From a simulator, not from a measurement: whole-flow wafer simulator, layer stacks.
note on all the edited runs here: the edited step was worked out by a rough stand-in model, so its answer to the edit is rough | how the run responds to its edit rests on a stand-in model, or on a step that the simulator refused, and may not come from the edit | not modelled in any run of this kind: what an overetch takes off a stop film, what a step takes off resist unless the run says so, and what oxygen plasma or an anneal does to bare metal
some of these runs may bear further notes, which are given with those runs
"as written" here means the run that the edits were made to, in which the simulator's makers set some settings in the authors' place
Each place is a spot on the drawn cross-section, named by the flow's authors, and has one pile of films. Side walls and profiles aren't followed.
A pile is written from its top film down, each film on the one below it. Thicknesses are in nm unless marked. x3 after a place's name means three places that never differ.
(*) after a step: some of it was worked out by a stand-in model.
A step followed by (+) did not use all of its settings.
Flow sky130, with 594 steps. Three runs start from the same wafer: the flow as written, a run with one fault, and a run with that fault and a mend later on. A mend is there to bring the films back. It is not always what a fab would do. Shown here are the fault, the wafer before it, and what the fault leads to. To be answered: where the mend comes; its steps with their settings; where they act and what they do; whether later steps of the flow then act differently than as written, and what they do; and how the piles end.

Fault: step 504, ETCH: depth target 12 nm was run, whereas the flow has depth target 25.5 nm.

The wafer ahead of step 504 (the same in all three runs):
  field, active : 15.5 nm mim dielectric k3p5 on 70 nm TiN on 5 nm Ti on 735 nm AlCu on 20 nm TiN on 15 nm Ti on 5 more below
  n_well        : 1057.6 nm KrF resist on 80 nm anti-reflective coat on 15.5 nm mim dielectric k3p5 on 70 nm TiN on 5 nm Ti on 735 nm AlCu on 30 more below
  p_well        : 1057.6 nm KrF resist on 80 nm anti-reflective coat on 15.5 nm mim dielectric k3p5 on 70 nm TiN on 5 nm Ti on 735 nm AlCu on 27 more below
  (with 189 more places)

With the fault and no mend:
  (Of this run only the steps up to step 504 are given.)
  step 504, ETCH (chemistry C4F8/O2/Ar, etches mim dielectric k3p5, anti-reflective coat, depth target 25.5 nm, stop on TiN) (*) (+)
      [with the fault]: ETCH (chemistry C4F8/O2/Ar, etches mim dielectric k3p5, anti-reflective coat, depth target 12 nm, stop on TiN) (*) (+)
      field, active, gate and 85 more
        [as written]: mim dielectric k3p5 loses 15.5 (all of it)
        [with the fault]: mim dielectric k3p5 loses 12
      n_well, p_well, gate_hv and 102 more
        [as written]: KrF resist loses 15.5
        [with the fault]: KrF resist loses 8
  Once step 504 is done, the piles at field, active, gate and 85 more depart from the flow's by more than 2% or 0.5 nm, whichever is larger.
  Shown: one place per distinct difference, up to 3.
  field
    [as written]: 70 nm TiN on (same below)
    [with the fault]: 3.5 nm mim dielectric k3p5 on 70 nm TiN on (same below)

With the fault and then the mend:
  After step 504 comes the mend.
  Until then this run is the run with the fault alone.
  step 504a, ETCH (chemistry C4F8/O2/Ar, etches mim dielectric k3p5, anti-reflective coat, depth target 13.5 nm, stop on TiN) (*) (+) (a further turn of the flow's step 504, with different settings)
      n_well, p_well, gate_hv and 102 more
        KrF resist loses 3.5
      field, active, gate and 85 more
        mim dielectric k3p5 loses 3.5 (all of it)
  None of the later steps of the flow differs from how it acts as written, at any place that is followed, by more than 2% or 0.5 nm, whichever is larger.
  By the end, the piles equal the flow's at every place that both follow.
